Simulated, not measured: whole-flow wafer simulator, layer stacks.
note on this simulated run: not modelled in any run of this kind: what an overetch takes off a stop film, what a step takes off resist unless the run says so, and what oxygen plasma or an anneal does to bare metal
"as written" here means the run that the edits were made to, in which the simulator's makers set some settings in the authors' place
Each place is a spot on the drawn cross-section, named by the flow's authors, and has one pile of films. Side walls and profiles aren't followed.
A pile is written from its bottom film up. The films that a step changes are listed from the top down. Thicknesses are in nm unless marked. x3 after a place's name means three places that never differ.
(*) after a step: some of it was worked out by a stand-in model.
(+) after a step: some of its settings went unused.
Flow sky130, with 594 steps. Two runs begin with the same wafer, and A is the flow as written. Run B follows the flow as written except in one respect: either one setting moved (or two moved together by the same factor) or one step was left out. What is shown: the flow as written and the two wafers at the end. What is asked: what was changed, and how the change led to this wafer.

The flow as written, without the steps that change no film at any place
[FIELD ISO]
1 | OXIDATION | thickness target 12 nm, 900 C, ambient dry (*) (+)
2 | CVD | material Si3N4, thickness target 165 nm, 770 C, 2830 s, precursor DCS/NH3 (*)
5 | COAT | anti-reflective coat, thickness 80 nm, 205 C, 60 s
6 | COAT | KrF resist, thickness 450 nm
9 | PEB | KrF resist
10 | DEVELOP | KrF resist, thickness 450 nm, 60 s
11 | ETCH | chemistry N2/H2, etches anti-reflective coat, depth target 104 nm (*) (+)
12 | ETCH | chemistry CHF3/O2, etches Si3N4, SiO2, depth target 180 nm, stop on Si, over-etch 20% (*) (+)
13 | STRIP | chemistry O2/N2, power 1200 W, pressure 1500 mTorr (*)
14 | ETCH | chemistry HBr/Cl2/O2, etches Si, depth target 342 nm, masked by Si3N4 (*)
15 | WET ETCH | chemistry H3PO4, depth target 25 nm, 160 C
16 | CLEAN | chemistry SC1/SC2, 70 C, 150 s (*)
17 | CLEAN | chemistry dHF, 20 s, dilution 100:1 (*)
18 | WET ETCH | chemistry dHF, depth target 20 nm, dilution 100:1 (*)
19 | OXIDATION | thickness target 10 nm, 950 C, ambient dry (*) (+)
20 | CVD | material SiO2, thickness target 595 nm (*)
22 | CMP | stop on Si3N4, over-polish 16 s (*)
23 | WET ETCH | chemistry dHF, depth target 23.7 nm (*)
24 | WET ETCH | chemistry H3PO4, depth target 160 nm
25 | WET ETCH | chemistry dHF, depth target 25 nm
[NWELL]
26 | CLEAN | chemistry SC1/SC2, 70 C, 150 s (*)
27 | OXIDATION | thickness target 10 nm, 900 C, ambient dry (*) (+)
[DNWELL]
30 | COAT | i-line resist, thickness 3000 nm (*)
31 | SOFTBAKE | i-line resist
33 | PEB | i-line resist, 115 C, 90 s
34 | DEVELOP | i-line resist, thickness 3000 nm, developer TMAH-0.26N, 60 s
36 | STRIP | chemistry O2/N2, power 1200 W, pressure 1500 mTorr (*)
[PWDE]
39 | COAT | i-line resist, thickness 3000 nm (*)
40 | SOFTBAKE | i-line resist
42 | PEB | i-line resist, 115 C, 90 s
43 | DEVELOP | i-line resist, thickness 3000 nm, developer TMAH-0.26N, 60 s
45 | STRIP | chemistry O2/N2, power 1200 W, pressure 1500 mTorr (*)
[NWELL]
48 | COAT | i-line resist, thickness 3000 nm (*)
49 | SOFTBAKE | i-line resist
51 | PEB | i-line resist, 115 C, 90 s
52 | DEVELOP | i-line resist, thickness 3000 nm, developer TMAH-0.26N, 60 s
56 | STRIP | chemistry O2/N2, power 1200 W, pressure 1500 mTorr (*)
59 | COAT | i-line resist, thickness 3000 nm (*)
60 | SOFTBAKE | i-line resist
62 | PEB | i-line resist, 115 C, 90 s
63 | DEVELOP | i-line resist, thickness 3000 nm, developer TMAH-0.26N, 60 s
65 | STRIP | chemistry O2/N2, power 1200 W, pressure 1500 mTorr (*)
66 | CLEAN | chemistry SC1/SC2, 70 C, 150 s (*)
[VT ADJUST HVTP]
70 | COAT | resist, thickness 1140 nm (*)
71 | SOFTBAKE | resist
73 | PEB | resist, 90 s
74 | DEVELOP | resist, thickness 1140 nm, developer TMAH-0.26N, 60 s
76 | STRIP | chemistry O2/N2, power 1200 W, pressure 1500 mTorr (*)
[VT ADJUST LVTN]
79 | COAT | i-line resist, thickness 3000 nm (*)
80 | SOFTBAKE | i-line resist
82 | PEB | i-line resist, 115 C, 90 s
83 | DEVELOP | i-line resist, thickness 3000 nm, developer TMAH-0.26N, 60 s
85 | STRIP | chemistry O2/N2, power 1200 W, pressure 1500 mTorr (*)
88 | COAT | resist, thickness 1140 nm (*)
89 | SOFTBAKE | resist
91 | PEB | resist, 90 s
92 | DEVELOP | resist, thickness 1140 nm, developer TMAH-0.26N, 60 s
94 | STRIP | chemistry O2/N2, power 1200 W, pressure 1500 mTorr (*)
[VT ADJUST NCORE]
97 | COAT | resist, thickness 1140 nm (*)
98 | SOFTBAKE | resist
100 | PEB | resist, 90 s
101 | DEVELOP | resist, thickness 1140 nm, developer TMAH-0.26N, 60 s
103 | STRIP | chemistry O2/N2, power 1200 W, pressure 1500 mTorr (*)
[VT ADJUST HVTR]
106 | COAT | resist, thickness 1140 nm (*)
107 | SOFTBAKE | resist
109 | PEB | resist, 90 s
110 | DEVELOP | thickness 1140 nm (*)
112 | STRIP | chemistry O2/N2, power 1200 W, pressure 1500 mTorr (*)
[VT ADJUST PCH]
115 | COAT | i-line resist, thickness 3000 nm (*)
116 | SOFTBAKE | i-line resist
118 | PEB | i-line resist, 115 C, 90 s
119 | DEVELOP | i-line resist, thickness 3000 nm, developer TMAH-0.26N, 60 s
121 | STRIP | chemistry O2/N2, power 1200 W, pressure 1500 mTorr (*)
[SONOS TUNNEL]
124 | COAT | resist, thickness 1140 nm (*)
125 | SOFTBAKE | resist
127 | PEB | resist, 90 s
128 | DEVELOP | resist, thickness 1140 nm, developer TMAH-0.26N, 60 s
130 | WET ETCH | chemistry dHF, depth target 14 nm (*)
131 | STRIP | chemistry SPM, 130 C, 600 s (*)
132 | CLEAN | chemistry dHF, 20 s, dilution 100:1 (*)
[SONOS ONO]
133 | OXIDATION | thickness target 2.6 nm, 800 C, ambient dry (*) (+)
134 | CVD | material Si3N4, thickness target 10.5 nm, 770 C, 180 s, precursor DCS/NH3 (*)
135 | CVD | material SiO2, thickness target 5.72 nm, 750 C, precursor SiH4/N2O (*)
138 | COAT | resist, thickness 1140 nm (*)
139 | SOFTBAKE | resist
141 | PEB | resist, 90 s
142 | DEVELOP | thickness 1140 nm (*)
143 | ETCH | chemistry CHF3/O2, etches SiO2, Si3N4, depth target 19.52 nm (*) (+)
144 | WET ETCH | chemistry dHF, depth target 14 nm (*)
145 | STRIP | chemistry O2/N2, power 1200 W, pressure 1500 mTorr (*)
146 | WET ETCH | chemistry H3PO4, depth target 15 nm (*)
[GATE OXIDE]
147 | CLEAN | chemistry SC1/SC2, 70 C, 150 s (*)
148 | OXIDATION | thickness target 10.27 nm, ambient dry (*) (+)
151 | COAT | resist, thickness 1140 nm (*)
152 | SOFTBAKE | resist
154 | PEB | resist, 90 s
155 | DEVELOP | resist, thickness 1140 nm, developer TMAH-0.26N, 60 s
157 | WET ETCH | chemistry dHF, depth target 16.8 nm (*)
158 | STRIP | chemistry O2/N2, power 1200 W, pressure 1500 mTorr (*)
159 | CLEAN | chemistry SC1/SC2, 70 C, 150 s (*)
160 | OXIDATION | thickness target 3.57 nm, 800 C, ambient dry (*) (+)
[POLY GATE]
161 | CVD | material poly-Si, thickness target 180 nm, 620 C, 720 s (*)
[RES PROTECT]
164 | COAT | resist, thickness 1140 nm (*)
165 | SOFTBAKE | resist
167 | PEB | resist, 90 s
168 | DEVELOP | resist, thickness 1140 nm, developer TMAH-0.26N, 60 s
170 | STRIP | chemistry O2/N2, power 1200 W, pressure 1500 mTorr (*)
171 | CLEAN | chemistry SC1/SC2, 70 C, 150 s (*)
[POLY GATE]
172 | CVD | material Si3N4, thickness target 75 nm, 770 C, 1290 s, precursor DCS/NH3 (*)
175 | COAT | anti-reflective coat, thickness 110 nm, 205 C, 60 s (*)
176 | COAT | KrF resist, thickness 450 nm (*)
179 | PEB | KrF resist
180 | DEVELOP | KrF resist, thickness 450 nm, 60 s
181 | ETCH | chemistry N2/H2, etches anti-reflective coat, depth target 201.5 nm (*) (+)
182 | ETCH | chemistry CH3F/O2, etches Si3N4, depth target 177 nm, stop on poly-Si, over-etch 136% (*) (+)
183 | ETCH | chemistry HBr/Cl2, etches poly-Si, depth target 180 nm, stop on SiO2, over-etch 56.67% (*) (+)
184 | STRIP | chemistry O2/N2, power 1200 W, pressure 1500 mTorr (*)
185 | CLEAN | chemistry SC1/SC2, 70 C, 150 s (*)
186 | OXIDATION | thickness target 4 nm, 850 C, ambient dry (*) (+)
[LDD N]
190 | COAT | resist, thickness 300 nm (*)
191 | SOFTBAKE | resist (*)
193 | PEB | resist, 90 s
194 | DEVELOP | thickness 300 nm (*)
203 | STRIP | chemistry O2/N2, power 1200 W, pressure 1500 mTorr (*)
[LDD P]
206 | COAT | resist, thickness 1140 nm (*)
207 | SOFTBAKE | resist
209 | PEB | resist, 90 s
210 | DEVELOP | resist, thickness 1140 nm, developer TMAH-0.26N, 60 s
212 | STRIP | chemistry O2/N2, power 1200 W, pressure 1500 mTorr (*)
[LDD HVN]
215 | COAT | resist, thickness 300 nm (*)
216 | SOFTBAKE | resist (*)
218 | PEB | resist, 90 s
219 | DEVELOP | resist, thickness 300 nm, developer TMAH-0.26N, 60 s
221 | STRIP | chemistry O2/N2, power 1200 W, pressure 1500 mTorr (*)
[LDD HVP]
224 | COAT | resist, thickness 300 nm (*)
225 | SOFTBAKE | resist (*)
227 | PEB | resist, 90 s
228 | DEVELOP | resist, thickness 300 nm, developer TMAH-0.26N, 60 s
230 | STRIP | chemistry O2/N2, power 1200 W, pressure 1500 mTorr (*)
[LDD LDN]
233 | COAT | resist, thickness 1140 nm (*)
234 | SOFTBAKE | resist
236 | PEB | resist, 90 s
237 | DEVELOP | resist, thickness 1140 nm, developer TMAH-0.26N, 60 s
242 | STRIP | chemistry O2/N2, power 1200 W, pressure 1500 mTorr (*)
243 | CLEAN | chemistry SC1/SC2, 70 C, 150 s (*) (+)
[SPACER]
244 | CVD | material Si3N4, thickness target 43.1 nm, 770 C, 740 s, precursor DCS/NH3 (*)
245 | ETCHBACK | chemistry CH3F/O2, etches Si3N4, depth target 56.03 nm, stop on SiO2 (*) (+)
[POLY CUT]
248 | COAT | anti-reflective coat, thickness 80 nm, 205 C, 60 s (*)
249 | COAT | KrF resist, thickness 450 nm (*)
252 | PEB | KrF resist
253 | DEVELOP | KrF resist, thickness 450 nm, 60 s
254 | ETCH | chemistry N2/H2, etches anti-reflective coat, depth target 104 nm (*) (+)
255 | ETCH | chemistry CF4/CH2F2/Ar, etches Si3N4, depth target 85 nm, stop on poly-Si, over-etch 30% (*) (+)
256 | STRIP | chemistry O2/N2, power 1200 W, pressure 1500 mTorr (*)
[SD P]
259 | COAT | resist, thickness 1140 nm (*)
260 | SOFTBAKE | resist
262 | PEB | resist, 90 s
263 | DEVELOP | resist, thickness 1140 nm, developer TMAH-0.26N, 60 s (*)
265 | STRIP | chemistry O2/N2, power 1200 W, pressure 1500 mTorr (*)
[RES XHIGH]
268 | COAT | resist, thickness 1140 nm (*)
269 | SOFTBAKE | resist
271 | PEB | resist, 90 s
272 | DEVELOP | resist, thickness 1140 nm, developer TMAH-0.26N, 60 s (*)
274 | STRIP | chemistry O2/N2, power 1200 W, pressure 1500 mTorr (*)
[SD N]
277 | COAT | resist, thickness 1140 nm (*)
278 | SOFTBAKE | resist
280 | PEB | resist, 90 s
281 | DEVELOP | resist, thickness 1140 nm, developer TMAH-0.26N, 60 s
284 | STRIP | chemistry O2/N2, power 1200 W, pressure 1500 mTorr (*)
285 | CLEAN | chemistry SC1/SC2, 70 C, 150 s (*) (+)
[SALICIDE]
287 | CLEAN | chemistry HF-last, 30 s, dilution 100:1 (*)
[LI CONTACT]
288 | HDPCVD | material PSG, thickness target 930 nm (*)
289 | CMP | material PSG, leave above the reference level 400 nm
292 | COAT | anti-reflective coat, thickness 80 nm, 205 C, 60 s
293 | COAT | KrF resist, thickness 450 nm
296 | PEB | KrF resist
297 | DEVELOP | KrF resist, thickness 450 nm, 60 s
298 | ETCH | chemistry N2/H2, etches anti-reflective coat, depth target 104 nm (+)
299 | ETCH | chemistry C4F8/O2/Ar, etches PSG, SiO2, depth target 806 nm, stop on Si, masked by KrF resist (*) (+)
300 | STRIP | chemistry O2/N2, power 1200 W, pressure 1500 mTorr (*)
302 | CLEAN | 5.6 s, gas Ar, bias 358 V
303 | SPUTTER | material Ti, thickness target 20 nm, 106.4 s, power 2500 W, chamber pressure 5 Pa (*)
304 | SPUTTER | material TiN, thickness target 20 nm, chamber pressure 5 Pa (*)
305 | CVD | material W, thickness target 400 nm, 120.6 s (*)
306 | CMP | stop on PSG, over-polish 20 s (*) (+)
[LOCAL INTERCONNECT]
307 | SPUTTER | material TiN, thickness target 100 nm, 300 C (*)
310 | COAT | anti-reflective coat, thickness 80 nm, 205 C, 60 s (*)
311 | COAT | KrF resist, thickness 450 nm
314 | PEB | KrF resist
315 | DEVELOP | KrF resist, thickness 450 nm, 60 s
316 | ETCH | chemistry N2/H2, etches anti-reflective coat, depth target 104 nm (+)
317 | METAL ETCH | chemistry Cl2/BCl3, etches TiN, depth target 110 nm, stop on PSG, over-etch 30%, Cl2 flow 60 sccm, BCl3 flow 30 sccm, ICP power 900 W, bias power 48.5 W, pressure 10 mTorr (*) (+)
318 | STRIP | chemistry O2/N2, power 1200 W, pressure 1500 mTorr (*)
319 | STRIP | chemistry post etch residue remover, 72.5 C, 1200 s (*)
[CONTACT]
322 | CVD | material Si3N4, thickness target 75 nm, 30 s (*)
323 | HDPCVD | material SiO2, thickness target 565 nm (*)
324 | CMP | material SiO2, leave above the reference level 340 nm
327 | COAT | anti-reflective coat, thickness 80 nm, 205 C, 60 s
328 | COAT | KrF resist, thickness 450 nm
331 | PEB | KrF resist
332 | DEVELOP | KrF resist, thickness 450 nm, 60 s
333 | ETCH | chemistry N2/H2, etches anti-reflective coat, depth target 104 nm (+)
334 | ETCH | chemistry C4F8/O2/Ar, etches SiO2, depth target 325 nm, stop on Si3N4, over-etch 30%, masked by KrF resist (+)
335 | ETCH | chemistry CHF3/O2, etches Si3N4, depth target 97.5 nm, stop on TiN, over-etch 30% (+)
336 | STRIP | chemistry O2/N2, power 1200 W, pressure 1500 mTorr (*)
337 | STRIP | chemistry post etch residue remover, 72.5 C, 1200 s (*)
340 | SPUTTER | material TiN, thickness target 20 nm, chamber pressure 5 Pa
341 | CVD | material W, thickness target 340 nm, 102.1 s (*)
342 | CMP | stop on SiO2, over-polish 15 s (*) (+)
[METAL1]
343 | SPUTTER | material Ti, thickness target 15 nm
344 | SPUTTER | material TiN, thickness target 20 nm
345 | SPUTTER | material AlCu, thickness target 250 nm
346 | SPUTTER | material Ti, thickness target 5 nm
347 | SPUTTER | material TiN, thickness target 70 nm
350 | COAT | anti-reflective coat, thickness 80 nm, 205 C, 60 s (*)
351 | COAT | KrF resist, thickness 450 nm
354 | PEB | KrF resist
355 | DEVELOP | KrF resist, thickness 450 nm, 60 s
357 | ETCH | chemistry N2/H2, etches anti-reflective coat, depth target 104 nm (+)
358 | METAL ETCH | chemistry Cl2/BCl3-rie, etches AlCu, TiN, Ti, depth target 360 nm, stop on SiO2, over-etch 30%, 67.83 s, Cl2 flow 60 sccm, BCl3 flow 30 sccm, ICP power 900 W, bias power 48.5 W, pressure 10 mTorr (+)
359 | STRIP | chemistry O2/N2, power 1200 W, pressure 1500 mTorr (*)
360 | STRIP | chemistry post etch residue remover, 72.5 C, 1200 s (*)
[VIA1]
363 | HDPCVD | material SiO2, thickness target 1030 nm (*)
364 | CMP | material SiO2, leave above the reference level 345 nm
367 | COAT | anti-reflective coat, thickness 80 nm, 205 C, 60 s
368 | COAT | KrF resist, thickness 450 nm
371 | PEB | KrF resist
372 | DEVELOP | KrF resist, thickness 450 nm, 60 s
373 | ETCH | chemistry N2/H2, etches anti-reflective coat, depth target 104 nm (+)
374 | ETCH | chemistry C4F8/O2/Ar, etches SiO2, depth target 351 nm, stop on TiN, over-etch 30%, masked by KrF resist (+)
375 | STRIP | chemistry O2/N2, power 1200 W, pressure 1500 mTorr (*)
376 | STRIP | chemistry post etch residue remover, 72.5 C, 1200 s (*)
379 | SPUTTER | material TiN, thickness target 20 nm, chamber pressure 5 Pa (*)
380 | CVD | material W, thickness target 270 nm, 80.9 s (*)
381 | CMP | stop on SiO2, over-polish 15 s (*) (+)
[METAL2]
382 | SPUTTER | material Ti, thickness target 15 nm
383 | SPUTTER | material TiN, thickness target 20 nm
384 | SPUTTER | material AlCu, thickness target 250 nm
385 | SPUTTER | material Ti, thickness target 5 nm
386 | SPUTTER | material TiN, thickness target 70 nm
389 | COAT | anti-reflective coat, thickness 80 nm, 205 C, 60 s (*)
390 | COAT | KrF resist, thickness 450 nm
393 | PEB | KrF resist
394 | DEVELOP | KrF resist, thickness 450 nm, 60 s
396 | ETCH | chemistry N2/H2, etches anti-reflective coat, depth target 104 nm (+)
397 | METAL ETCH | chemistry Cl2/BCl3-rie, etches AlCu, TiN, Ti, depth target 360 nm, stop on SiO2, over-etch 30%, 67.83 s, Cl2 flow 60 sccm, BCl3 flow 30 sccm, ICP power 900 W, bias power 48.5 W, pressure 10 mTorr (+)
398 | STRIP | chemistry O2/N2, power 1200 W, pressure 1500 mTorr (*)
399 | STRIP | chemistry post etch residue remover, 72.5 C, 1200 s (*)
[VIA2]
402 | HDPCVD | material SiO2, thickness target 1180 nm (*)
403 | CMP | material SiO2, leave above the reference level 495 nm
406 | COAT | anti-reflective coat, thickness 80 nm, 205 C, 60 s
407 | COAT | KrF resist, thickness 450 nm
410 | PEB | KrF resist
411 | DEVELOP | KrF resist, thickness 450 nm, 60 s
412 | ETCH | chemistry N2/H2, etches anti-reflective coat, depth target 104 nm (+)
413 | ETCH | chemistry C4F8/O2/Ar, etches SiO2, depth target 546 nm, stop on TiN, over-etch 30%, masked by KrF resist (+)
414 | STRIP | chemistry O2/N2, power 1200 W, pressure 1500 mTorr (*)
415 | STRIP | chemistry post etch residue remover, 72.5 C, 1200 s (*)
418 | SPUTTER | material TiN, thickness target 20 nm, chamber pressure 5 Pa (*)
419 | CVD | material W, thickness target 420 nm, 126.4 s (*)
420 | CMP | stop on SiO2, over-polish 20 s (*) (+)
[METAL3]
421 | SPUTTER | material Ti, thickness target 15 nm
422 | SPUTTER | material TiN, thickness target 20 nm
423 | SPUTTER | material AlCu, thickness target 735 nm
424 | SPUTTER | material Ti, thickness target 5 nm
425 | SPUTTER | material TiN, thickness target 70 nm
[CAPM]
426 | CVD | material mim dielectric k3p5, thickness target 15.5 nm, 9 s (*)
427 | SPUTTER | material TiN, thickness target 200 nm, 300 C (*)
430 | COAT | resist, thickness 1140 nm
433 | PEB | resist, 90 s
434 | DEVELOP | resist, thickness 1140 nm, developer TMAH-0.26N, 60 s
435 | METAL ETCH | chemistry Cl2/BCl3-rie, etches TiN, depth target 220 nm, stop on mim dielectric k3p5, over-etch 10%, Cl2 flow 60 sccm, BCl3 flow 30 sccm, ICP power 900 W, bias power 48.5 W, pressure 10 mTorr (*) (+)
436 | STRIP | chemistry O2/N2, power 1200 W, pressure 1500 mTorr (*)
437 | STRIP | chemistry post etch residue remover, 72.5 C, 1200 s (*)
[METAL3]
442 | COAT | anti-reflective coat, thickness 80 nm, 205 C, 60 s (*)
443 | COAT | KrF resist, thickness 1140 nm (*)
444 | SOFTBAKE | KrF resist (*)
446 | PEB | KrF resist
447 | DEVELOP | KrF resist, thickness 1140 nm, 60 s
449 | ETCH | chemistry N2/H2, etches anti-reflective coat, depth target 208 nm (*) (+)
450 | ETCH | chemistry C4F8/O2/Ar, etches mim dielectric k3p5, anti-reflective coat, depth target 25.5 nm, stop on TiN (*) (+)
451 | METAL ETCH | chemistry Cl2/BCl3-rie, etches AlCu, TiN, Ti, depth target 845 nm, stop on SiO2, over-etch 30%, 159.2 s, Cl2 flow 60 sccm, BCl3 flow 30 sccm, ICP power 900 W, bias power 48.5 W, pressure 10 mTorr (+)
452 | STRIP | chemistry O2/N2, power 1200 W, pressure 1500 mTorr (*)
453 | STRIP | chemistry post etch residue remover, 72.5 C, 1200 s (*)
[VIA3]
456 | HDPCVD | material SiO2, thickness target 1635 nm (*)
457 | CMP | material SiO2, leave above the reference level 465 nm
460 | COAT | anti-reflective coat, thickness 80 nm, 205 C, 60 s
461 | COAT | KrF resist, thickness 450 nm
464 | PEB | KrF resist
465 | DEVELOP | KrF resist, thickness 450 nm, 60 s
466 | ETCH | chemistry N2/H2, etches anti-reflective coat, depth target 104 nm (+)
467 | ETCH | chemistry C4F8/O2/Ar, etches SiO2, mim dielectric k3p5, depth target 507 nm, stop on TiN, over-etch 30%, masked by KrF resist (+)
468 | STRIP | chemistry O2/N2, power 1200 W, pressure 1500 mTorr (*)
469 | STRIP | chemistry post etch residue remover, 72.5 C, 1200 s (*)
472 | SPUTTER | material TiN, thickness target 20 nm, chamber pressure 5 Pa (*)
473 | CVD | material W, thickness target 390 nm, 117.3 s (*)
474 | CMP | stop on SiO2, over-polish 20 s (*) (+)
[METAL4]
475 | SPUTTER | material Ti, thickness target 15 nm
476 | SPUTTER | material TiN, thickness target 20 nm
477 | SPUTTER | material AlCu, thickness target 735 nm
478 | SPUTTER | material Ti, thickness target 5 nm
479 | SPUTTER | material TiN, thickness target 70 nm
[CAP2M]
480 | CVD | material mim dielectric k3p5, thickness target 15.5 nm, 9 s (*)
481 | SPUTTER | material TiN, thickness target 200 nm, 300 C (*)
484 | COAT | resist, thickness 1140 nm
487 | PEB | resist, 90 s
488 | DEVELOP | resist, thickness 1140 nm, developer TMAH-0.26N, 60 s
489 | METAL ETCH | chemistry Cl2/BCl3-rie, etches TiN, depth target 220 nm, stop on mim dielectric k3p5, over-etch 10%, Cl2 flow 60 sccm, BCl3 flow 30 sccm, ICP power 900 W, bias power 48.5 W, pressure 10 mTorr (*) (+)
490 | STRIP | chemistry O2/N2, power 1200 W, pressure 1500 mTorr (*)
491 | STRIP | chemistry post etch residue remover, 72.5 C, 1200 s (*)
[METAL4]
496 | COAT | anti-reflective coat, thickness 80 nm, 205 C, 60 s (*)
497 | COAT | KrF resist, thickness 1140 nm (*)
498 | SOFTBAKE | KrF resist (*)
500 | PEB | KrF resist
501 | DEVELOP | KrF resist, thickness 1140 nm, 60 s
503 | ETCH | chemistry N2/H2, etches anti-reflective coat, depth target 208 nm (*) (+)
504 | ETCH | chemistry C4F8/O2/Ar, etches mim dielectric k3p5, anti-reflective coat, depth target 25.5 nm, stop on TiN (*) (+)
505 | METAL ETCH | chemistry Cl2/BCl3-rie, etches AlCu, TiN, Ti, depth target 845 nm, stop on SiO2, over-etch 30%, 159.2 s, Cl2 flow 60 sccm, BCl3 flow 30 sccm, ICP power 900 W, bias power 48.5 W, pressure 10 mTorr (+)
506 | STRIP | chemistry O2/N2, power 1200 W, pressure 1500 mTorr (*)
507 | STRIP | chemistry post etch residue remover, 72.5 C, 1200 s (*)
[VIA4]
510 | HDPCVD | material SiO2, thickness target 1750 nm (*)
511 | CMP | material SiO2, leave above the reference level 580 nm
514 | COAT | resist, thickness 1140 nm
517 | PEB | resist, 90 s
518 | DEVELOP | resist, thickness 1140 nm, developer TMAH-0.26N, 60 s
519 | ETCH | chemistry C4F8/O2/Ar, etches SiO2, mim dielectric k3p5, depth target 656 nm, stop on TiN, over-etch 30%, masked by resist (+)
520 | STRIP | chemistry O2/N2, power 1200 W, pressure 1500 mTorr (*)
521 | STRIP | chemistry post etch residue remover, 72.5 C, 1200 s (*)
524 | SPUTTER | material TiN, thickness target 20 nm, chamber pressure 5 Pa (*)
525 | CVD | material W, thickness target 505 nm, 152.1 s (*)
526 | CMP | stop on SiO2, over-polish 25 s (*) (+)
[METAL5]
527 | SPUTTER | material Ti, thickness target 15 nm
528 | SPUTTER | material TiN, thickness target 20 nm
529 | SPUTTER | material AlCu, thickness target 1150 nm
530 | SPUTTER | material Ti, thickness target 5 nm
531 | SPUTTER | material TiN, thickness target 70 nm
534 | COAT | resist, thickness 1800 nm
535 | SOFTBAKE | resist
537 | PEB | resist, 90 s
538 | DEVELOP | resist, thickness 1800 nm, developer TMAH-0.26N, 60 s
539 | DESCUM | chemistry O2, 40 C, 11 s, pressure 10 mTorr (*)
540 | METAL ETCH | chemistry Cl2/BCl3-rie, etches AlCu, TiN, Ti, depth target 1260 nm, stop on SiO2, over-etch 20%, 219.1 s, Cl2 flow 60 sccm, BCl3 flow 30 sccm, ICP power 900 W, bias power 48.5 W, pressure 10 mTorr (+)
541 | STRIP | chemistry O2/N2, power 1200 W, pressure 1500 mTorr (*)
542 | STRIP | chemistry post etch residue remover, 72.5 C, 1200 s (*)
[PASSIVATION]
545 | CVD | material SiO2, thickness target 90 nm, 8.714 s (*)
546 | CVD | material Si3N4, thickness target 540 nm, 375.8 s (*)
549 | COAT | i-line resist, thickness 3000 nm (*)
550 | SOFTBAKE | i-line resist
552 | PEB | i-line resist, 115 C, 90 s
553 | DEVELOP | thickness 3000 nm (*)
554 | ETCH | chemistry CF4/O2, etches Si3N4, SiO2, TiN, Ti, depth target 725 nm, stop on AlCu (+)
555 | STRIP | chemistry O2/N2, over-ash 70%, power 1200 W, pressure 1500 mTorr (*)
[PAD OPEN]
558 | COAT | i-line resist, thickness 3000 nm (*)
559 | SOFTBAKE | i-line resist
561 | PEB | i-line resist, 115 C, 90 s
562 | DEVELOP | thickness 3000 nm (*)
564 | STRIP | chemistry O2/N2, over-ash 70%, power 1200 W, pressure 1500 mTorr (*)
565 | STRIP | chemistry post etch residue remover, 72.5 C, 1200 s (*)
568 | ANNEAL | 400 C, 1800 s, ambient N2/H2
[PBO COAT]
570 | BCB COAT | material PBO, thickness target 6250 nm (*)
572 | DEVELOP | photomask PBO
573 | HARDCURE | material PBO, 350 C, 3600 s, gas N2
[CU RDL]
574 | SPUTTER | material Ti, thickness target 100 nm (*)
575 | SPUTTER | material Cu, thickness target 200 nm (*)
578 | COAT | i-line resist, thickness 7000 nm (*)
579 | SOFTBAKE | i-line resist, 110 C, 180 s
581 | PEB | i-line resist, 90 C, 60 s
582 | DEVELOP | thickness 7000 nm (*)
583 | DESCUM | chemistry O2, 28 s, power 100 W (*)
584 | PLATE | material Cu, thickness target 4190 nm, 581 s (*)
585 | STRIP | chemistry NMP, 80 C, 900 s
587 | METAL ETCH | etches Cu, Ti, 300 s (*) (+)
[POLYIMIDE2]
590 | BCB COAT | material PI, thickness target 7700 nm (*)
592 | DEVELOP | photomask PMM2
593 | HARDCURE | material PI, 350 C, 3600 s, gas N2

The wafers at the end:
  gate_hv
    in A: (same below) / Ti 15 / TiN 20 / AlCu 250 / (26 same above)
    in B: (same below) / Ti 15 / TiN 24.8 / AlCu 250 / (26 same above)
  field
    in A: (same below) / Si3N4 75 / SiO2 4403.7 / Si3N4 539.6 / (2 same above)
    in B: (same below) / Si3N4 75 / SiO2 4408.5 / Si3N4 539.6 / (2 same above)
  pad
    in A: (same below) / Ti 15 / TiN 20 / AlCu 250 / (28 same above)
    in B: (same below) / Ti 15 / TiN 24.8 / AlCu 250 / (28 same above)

What caused this: step 344, SPUTTER: thickness target 24.8 nm was run, though the flow has thickness target 20 nm.
One can read it off the wafer: gate_hv has TiN 24.8, and step 344 as written asks for 20 nm.

How this came from the change, step by step:
  344 | SPUTTER | material TiN, thickness target 20 nm
      field, active, n_well and 188 more: A +20 TiN (new film) | B +24.8 TiN (new film)
  358 | METAL ETCH | chemistry Cl2/BCl3-rie, etches AlCu, TiN, Ti, depth target 360 nm, stop on SiO2, over-etch 30%, 67.83 s, Cl2 flow 60 sccm, BCl3 flow 30 sccm, ICP power 900 W, bias power 48.5 W, pressure 10 mTorr (+)
      field, active, gate and 81 more: A -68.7 TiN (all of it), -5 Ti (all of it), -250 AlCu (all of it), -20 TiN (all of it), -15 Ti (all of it), -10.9 SiO2 | B -68.7 TiN (all of it), -5 Ti (all of it), -250 AlCu (all of it), -24.8 TiN (all of it), -15 Ti (all of it), -10.5 SiO2
